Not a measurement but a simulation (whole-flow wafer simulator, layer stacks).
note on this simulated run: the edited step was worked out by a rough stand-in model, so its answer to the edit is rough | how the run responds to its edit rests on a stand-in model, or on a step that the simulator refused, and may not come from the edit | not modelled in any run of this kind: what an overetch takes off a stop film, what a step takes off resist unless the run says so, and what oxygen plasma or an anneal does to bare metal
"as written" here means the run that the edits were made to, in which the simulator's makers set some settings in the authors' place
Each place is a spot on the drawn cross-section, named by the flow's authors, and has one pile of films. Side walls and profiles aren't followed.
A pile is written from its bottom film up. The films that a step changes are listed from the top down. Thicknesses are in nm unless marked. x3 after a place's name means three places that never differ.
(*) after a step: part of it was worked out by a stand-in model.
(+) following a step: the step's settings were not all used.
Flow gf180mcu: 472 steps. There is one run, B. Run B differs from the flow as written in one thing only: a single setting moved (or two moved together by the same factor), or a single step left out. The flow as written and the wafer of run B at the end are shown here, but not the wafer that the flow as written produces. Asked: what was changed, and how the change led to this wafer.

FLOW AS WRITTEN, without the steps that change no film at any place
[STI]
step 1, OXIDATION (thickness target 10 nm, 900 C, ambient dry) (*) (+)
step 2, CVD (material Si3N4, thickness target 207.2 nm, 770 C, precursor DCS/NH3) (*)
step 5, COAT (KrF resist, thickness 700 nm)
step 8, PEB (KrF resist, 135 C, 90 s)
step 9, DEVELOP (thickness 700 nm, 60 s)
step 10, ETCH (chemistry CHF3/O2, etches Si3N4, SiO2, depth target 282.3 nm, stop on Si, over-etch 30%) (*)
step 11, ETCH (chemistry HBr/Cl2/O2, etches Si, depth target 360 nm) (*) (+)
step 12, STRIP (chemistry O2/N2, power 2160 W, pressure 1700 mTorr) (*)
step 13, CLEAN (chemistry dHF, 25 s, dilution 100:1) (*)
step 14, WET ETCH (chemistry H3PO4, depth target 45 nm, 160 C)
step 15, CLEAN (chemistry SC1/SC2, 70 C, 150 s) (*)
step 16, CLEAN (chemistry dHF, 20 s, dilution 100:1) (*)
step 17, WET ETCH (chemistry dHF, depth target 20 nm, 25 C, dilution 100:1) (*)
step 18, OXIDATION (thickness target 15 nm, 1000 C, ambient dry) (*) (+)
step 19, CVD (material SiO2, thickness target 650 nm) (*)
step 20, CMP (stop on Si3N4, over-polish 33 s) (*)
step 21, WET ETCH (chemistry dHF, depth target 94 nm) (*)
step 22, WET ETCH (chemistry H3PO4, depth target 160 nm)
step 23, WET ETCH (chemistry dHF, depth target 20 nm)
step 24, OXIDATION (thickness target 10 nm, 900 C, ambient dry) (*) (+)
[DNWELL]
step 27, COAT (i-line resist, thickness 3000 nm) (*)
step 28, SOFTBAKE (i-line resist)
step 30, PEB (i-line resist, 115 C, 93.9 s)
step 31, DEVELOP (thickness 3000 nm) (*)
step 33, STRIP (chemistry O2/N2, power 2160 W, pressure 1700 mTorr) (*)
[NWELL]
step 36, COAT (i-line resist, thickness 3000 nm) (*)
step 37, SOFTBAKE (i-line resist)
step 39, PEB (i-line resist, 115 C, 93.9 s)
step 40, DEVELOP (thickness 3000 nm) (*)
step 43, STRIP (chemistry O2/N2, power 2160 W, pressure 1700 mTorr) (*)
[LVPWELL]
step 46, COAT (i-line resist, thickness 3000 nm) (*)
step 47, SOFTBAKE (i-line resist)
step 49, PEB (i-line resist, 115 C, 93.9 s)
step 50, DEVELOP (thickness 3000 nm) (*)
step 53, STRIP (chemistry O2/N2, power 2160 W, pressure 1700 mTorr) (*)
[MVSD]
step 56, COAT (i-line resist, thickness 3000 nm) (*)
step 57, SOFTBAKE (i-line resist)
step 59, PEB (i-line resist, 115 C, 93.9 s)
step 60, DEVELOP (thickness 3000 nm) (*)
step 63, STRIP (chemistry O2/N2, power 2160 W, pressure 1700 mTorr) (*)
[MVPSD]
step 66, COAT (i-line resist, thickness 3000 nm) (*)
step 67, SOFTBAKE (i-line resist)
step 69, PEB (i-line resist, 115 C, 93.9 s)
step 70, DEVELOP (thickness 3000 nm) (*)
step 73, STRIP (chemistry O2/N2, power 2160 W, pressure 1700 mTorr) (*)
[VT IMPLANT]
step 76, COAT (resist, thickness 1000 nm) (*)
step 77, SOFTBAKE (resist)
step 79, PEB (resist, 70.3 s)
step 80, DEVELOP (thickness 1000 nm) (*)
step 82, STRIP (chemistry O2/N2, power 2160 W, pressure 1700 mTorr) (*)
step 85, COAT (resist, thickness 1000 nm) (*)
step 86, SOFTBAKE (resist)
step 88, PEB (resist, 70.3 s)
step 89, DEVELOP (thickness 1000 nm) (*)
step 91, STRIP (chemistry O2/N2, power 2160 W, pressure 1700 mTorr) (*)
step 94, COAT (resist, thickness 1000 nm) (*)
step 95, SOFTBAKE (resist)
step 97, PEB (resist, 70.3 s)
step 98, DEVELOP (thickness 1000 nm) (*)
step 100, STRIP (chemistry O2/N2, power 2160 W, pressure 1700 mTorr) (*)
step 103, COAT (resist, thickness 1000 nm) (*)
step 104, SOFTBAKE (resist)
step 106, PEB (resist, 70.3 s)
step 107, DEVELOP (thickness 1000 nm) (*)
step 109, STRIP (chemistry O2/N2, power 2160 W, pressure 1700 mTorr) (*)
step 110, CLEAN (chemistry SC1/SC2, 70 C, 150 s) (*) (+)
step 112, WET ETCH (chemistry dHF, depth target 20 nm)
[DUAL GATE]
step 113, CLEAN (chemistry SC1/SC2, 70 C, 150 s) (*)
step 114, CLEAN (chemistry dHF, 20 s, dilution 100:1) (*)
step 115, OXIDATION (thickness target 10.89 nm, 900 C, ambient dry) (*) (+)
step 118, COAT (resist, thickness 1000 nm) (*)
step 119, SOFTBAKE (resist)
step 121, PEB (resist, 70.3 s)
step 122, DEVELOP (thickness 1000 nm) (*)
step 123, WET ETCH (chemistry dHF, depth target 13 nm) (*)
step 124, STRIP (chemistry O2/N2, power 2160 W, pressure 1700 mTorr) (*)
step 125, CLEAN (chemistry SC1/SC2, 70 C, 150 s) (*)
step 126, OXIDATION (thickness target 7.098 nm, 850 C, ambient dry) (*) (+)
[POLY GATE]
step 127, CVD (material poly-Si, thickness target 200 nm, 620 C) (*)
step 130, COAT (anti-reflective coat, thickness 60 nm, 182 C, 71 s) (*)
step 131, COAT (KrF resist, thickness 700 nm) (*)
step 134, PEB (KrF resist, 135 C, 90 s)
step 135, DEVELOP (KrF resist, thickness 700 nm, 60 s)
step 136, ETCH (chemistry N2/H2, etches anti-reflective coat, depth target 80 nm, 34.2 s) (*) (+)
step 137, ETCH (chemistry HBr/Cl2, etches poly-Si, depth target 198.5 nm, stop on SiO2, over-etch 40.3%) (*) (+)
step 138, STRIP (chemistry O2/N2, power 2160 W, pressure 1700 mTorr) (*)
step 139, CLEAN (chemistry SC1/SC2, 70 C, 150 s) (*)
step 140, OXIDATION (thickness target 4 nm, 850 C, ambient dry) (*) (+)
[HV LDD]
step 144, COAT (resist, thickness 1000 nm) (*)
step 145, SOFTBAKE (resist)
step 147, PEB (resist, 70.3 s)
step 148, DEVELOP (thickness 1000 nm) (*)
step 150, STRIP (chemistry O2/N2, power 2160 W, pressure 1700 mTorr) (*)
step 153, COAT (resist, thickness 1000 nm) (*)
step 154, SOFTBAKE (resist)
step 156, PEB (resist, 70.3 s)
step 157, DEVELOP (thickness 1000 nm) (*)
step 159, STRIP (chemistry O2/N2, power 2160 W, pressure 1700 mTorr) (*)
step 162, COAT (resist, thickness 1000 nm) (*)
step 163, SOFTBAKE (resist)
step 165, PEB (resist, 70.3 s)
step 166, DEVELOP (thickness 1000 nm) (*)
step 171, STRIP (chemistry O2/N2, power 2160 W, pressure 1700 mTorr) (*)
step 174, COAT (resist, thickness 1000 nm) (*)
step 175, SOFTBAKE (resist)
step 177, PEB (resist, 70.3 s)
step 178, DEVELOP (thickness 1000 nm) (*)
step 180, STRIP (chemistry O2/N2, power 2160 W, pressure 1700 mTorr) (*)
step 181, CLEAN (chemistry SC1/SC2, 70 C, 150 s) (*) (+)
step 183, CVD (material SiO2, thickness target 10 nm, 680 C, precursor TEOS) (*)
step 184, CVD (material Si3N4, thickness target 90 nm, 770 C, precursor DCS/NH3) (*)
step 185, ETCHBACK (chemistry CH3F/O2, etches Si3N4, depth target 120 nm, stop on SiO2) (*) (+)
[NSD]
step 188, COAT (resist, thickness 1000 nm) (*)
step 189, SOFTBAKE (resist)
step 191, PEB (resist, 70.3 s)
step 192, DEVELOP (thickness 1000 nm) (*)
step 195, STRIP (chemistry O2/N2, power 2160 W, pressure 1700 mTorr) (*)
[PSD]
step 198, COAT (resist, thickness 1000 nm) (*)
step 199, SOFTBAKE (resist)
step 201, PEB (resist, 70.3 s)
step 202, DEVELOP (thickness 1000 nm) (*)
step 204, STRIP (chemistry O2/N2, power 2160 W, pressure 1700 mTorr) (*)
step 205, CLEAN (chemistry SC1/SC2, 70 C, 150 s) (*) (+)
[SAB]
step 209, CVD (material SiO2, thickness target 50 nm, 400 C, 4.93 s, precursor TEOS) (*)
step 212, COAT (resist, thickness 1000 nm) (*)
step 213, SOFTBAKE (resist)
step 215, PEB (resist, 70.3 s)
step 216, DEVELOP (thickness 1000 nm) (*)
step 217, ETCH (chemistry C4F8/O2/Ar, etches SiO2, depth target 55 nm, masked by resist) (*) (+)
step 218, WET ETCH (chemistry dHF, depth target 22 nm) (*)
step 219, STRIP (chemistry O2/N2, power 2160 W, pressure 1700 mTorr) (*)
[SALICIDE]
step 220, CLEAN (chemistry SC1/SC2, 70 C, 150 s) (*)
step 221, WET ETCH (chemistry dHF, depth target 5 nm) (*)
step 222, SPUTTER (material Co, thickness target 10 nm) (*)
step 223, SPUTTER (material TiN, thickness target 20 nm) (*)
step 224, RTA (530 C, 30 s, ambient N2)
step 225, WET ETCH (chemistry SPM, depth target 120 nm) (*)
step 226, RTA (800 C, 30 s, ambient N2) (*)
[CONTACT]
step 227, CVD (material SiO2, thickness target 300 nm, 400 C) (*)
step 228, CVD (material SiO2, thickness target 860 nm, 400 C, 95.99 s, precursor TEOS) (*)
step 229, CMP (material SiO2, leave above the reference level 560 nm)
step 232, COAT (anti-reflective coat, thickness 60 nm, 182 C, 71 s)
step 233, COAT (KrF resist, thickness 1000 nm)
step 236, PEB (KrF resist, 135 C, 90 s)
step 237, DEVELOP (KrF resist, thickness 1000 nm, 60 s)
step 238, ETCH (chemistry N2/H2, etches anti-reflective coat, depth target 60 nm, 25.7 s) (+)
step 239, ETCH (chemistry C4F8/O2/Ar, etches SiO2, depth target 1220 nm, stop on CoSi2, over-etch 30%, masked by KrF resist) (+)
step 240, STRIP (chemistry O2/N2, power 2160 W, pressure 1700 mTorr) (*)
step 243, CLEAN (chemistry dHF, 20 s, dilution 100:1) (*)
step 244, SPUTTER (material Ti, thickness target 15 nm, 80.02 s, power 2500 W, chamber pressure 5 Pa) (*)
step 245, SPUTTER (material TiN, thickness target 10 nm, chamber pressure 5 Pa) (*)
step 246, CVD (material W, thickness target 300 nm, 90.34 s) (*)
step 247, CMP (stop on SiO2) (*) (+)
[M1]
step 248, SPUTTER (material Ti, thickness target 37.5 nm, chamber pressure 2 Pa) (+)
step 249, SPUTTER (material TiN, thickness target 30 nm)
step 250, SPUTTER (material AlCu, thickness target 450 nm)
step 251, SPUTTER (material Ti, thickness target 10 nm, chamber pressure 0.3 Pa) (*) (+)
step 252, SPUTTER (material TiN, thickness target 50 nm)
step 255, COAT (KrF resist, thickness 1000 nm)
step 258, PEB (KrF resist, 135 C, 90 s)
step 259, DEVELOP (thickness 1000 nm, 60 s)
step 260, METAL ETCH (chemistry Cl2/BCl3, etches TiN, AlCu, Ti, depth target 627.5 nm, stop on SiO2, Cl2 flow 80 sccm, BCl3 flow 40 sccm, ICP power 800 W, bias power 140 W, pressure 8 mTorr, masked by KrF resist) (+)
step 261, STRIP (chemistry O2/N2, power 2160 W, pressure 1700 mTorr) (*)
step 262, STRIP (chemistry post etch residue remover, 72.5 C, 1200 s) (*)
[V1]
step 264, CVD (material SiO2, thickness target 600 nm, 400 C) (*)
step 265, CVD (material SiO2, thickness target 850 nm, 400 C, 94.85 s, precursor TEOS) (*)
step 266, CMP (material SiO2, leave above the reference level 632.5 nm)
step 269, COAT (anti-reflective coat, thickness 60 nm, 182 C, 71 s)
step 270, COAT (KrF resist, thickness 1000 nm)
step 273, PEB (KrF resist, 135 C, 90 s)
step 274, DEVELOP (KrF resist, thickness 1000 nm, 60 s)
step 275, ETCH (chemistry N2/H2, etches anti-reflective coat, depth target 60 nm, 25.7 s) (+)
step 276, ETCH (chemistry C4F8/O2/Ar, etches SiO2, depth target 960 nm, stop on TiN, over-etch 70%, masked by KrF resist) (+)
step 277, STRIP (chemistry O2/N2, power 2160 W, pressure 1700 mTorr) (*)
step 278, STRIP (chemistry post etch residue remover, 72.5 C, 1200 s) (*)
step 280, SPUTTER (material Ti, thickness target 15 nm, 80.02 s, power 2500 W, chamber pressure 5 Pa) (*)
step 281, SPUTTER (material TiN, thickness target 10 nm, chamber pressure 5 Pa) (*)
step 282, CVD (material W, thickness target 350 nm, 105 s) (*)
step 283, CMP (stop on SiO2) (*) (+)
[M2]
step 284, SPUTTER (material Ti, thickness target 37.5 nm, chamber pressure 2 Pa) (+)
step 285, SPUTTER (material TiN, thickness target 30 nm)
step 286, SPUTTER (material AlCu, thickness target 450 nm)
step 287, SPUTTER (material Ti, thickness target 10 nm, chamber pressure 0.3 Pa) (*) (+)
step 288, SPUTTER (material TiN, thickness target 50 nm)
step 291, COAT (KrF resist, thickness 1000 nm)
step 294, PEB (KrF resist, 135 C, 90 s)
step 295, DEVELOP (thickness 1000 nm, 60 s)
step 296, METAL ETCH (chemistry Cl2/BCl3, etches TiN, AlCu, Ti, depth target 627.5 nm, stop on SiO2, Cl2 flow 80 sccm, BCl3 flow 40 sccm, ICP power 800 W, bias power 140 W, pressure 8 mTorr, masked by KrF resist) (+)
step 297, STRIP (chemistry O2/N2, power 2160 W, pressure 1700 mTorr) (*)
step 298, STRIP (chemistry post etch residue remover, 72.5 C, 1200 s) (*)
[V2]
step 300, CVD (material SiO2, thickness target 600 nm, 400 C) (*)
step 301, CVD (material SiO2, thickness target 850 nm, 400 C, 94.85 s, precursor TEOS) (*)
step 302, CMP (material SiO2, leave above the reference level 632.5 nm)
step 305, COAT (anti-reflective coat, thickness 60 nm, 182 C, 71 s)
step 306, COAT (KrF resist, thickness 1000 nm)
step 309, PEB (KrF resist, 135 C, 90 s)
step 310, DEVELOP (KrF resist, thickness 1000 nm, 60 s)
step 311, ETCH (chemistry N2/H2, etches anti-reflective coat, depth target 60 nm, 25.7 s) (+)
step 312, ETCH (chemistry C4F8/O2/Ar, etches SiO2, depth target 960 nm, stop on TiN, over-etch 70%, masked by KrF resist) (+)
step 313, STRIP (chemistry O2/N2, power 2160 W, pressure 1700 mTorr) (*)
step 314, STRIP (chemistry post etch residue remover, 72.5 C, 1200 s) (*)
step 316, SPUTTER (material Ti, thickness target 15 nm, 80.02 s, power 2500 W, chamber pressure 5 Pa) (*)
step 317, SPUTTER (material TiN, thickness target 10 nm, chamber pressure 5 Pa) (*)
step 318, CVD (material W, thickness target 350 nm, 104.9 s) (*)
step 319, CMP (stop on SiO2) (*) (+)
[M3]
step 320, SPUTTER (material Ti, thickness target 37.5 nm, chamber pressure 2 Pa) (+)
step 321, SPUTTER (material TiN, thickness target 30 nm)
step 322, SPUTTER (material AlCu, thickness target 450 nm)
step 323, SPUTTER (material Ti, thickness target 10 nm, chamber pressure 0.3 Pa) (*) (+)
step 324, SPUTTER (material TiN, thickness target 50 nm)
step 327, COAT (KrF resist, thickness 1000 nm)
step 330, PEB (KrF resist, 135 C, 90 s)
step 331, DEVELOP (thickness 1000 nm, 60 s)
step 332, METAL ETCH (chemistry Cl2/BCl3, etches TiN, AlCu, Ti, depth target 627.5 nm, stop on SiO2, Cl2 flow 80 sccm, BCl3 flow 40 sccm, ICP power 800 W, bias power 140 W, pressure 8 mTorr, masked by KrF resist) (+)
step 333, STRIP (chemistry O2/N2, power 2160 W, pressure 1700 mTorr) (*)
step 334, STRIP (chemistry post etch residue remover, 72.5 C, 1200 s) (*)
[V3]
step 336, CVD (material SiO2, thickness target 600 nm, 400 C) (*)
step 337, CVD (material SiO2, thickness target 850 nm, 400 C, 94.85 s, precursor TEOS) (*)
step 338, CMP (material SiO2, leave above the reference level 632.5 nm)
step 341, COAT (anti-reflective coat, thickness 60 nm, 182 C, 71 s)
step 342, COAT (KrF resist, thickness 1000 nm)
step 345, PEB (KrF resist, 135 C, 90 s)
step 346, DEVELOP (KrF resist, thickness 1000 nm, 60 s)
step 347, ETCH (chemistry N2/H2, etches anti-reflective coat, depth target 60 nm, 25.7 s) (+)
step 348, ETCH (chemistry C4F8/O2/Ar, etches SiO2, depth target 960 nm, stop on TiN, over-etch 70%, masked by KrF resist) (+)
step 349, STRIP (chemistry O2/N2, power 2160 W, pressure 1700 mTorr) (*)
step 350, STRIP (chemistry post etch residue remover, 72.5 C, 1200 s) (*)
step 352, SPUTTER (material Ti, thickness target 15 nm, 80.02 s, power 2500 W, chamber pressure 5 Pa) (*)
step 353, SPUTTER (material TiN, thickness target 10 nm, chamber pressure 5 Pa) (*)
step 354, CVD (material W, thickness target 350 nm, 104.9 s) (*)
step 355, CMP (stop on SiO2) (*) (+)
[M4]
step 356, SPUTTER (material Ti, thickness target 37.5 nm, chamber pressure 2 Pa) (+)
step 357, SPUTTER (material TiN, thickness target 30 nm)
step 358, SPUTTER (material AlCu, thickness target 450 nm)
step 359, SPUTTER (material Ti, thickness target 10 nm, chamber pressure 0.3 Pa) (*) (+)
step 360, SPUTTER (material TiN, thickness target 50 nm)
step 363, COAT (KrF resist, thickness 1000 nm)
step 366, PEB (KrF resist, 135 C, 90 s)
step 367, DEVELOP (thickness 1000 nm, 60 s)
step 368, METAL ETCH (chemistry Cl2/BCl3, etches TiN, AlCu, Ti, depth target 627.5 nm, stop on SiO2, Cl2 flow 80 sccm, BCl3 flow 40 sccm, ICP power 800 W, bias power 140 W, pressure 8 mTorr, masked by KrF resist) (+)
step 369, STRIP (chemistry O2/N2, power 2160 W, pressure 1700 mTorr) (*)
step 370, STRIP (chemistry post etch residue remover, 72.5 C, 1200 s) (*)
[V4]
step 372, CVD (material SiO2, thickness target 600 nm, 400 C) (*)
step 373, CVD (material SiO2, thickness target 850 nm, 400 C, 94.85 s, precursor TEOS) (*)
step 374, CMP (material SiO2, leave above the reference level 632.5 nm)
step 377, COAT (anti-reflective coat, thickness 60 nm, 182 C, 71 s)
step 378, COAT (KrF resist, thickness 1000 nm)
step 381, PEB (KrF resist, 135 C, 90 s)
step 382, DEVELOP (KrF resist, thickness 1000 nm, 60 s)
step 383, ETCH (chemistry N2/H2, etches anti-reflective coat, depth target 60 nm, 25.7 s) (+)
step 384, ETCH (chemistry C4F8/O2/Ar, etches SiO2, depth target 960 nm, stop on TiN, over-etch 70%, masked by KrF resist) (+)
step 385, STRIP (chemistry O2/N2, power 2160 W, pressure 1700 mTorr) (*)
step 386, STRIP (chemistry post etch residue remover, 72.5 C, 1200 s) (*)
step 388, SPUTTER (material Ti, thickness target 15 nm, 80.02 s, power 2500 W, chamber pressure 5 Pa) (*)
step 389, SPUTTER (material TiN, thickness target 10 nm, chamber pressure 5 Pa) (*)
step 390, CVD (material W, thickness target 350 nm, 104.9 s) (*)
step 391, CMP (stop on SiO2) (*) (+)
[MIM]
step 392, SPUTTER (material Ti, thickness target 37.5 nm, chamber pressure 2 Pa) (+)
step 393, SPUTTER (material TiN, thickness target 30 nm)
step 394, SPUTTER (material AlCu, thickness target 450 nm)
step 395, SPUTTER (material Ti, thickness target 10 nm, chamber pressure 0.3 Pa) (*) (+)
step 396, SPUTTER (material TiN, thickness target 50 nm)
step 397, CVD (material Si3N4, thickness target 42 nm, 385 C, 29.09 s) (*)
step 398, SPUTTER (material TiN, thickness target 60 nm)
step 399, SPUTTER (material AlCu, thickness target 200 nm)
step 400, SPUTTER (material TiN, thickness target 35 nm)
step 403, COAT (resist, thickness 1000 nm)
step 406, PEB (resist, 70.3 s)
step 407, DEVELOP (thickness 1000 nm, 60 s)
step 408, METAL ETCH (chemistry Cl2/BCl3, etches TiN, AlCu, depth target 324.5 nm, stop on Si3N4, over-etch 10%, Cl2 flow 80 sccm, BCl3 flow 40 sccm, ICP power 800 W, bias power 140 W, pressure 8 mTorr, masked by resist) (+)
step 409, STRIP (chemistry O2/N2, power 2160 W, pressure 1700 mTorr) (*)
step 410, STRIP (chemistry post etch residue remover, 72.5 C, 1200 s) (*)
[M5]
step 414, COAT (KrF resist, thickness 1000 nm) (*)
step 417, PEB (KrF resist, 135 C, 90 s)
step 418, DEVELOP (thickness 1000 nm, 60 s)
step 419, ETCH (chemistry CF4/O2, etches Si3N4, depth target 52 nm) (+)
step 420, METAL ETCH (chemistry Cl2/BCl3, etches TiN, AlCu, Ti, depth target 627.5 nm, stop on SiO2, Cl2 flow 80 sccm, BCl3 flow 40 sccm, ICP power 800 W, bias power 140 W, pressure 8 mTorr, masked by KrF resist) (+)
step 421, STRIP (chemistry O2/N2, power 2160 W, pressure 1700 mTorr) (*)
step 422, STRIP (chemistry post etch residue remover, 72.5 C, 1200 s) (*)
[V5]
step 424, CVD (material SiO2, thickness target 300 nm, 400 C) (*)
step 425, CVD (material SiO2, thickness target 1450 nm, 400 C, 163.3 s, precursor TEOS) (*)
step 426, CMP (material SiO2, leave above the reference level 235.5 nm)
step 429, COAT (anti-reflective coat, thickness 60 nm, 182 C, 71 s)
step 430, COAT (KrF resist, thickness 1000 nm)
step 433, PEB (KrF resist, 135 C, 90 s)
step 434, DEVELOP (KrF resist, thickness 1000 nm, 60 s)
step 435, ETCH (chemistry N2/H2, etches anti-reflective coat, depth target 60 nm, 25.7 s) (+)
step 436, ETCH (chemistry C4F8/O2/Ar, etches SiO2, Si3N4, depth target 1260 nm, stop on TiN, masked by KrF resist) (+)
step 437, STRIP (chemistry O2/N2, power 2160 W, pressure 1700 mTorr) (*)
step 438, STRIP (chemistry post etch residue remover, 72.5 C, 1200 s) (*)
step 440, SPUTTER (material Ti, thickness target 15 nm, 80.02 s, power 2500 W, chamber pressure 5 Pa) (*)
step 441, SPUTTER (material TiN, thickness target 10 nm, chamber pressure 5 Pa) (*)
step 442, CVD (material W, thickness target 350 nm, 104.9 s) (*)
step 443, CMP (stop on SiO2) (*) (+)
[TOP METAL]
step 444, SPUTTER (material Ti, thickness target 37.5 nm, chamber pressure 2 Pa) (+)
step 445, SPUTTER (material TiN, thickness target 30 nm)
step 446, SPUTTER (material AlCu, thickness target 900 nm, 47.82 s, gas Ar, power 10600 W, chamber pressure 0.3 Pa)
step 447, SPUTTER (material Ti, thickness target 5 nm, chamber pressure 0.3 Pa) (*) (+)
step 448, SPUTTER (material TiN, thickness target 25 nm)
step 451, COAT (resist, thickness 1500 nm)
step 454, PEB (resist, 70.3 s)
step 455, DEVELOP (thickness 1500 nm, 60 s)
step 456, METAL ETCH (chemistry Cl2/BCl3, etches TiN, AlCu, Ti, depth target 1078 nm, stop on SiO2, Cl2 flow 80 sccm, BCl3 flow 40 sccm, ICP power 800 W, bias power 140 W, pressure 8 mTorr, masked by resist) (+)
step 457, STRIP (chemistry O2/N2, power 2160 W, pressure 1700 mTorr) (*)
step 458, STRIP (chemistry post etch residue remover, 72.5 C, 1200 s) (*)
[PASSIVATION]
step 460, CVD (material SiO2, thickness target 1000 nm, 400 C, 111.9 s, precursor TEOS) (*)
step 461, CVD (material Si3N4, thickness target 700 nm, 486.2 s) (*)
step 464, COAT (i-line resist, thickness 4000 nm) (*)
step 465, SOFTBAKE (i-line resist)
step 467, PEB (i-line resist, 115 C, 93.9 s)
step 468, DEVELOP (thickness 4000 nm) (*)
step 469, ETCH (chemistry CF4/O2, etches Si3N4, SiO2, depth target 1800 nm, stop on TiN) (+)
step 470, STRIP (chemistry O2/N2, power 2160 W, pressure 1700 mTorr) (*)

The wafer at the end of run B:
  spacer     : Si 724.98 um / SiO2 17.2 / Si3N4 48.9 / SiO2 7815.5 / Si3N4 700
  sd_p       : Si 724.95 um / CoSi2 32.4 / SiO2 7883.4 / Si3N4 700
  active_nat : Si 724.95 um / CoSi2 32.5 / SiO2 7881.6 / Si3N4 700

What caused this: step 184, CVD: thickness target 53.1 nm was run, while the flow as written has thickness target 90 nm.

How this came from the change, step by step:
  step 184, CVD (material Si3N4, thickness target 90 nm, 770 C, precursor DCS/NH3) (*)
      field, field__w1, field__w2 and 101 more: +53.1 Si3N4 (new film) (it would be, as written: +90 Si3N4 (new film))
  step 185, ETCHBACK (chemistry CH3F/O2, etches Si3N4, depth target 120 nm, stop on SiO2) (*) (+)
      field, field__w1, field__w2 and 95 more: -53.1 Si3N4 (all of it), -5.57 SiO2 (it would be, as written: -90 Si3N4 (all of it), -2.5 SiO2)
      active_hv, ld_sd_n, ld_drift_p, ldn_tap, ldp_tap: -53.1 Si3N4 (all of it), -5.58 SiO2 (it would be, as written: -90 Si3N4 (all of it), -2.5 SiO2)
  step 188, COAT (resist, thickness 1000 nm) (*)
      spacer: +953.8 resist (new film) (it would be, as written: +920.2 resist (new film))
  step 189, SOFTBAKE (resist)
      field: -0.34 resist (it would be, as written: +3.56 resist)
      field__w6: +6.87 resist (it would be, as written: +7.53 resist)
      (also at 18 further places)
  step 191, PEB (resist, 70.3 s)
      spacer: -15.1 resist (it would be, as written: -14.3 resist)
  step 192, DEVELOP (thickness 1000 nm) (*)
      spacer: -938.6 resist (all of it) (it would be, as written: -905.9 resist (all of it))
  step 195, STRIP (chemistry O2/N2, power 2160 W, pressure 1700 mTorr) (*)
      field: -1005.6 resist (all of it) (it would be, as written: -1026.7 resist (all of it))
  step 198, COAT (resist, thickness 1000 nm) (*)
      spacer: +953.8 resist (new film) (it would be, as written: +920.2 resist (new film))
  step 199, SOFTBAKE (resist)
      field: -0.34 resist (it would be, as written: +3.56 resist)
      field__w6: +6.87 resist (it would be, as written: +7.53 resist)
      (also at 18 further places)
  step 201, PEB (resist, 70.3 s)
      spacer: -15.1 resist (it would be, as written: -14.3 resist)
  step 204, STRIP (chemistry O2/N2, power 2160 W, pressure 1700 mTorr) (*)
      field: -1005.6 resist (all of it) (it would be, as written: -1026.7 resist (all of it))
      spacer: -938.6 resist (all of it) (it would be, as written: -905.9 resist (all of it))
  step 212, COAT (resist, thickness 1000 nm) (*)
      spacer: +952.9 resist (new film) (it would be, as written: +919.4 resist (new film))
  step 213, SOFTBAKE (resist)
      field__w9: +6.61 resist (it would be, as written: -3.11 resist)
      field__w5: +6.85 resist (it would be, as written: +7.65 resist)
      (also at 12 further places)
  step 215, PEB (resist, 70.3 s)
      spacer: -15.1 resist (it would be, as written: -14.3 resist)
  step 216, DEVELOP (thickness 1000 nm) (*)
      spacer: -937.8 resist (all of it) (it would be, as written: -905.1 resist (all of it))
  step 218, WET ETCH (chemistry dHF, depth target 22 nm) (*)
      gate, gate_hv, gate_p and 23 more: -2.4 SiO2 (all of it) (it would be, as written: -5.48 SiO2 (all of it))
      active, p_well, sd_n, iso_ptap_pw, iso_ntap_nw, iso_ptap_sub, vpnp_e: -5.94 SiO2 (all of it) (it would be, as written: -9.01 SiO2 (all of it))
      (also at 16 further places)
  ... 5 further steps ...
  step 229, CMP (material SiO2, leave above the reference level 560 nm)
      spacer: -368 SiO2 (it would be, as written: -404.9 SiO2)
